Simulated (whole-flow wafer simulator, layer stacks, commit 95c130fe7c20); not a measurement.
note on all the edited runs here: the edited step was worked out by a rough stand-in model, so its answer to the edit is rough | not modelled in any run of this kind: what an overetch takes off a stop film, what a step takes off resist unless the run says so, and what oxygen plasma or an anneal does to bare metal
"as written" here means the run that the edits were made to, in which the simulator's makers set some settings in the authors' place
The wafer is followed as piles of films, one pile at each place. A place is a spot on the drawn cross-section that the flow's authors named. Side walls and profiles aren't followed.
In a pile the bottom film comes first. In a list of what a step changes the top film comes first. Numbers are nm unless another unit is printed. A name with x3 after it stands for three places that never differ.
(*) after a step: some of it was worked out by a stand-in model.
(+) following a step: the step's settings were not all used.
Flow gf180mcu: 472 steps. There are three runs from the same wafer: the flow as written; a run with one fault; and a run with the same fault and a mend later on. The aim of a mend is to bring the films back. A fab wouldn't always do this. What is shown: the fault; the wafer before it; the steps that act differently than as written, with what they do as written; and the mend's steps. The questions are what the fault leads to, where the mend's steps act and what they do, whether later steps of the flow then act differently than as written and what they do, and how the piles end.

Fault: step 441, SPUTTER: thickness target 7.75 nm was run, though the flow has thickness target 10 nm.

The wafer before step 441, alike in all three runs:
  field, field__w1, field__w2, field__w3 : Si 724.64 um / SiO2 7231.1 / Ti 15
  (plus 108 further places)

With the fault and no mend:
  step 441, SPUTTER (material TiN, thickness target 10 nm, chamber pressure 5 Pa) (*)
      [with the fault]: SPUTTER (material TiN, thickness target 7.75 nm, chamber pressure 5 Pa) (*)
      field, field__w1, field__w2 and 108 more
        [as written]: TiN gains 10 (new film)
        [with the fault]: TiN gains 7.75 (new film)
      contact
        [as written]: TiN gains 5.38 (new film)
        [with the fault]: TiN gains 4.17 (new film)
  Steps later in the flow that act otherwise than as written (not shown: 1 more step that differs only slightly, by at most 2% or 0.5 nm, whichever is larger):
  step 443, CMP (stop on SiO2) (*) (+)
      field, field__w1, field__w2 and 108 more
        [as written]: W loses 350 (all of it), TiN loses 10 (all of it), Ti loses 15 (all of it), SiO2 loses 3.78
        [with the fault]: W loses 350 (all of it), TiN loses 7.75 (all of it), Ti loses 15 (all of it), SiO2 loses 3.76
  The piles end different from the flow's at contact by more than 2% or 0.5 nm, whichever is larger.
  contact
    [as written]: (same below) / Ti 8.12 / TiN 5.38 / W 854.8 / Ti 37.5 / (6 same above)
    [with the fault]: (same below) / Ti 8.12 / TiN 4.17 / W 856 / Ti 37.5 / (6 same above)

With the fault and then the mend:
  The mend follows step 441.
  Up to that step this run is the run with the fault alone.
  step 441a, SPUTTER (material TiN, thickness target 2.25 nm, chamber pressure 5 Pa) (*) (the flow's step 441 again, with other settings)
      field, field__w1, field__w2 and 108 more
        TiN gains 2.25
      contact
        TiN gains 1.21
  Every later step of the flow that is run acts as written at every place that is followed.
  At every place that both follow, the piles at the end match the flow's.
